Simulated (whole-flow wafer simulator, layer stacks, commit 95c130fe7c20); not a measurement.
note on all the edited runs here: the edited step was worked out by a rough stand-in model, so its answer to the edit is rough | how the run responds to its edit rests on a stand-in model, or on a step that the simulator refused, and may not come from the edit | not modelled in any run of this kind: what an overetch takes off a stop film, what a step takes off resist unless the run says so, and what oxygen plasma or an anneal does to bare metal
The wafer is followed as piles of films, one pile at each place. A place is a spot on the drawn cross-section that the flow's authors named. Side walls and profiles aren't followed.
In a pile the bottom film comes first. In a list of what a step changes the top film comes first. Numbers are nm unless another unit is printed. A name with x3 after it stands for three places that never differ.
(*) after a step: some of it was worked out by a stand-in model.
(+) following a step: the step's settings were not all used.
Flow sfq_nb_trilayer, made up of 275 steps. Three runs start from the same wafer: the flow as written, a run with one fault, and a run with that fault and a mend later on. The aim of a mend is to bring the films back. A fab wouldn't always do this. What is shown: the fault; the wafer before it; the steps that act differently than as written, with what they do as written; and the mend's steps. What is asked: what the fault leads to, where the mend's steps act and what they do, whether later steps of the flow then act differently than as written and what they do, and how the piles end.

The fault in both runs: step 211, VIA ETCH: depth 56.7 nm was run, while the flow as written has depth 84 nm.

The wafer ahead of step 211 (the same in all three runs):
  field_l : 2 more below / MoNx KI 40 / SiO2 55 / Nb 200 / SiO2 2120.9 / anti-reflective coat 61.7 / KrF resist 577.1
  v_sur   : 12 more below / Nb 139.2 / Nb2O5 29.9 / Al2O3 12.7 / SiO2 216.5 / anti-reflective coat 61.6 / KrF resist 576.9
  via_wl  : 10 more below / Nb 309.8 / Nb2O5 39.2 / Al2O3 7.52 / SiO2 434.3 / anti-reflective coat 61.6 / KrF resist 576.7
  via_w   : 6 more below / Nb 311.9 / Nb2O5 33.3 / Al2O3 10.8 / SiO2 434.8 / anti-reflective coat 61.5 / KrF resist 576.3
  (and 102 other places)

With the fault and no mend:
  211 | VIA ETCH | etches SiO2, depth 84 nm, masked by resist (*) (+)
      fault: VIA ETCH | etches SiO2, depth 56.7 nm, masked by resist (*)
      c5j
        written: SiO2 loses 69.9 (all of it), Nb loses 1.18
        fault: SiO2 loses 56.7
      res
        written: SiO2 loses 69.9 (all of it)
        fault: SiO2 loses 56.7
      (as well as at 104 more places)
  Steps further on in the flow that do not act as written (5 other steps are not shown; they differ only slightly, by no more than 2% or 0.5 nm, whichever is larger):
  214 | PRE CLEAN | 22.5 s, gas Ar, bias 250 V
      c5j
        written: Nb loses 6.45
        fault: SiO2 loses 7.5
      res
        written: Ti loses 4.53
        fault: SiO2 loses 7.5
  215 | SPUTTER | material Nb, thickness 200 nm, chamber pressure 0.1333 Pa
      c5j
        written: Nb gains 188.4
        fault: Nb gains 192.7 (new film)
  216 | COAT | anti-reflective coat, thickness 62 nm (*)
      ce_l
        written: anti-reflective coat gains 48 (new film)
        fault: anti-reflective coat gains 51.4 (new film)
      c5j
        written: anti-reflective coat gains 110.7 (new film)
        fault: anti-reflective coat gains 100.9 (new film)
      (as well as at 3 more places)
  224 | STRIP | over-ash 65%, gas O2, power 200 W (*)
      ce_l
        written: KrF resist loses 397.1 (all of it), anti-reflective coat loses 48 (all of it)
        fault: KrF resist loses 395 (all of it), anti-reflective coat loses 51.4 (all of it)
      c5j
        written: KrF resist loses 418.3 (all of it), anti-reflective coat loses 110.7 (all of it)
        fault: KrF resist loses 412.1 (all of it), anti-reflective coat loses 100.9 (all of it)
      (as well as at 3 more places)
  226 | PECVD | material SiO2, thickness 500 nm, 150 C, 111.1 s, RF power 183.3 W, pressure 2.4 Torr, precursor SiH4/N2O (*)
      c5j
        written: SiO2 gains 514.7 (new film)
        fault: SiO2 gains 500 (new film)
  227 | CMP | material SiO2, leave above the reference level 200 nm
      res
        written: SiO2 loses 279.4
        fault: SiO2 loses 291.6
  By the end, the piles at c5j, res depart from the flow's by more than 2% or 0.5 nm, whichever is larger.
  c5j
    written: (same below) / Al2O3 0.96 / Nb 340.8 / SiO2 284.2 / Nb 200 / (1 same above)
    fault: (same below) / Al2O3 0.96 / Nb 160 / SiO2 5.69 / Nb 192.7 / SiO2 266.6 / Nb 200 / (1 same above)
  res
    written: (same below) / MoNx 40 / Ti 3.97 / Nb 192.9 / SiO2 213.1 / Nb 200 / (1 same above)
    fault: (same below) / MoNx 40 / Ti 8.5 / SiO2 5.66 / Nb 194.9 / SiO2 200.9 / Nb 200 / (1 same above)

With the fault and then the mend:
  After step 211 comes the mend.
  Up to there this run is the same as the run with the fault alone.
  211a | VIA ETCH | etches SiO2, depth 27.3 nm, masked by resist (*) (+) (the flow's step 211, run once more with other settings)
      field_l, v_sur, via_wl and 101 more
        KrF resist loses 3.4
      c5j
        SiO2 loses 13.2 (all of it), Nb loses 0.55
      res
        SiO2 loses 13.2 (all of it)
  None of the later steps of the flow differs from how it acts as written, at any place that is followed, by more than 2% or 0.5 nm, whichever is larger.
  When the end is reached, the piles differ only a little from the flow's at the places that both follow, at most by 2% or 0.5 nm, whichever is larger.
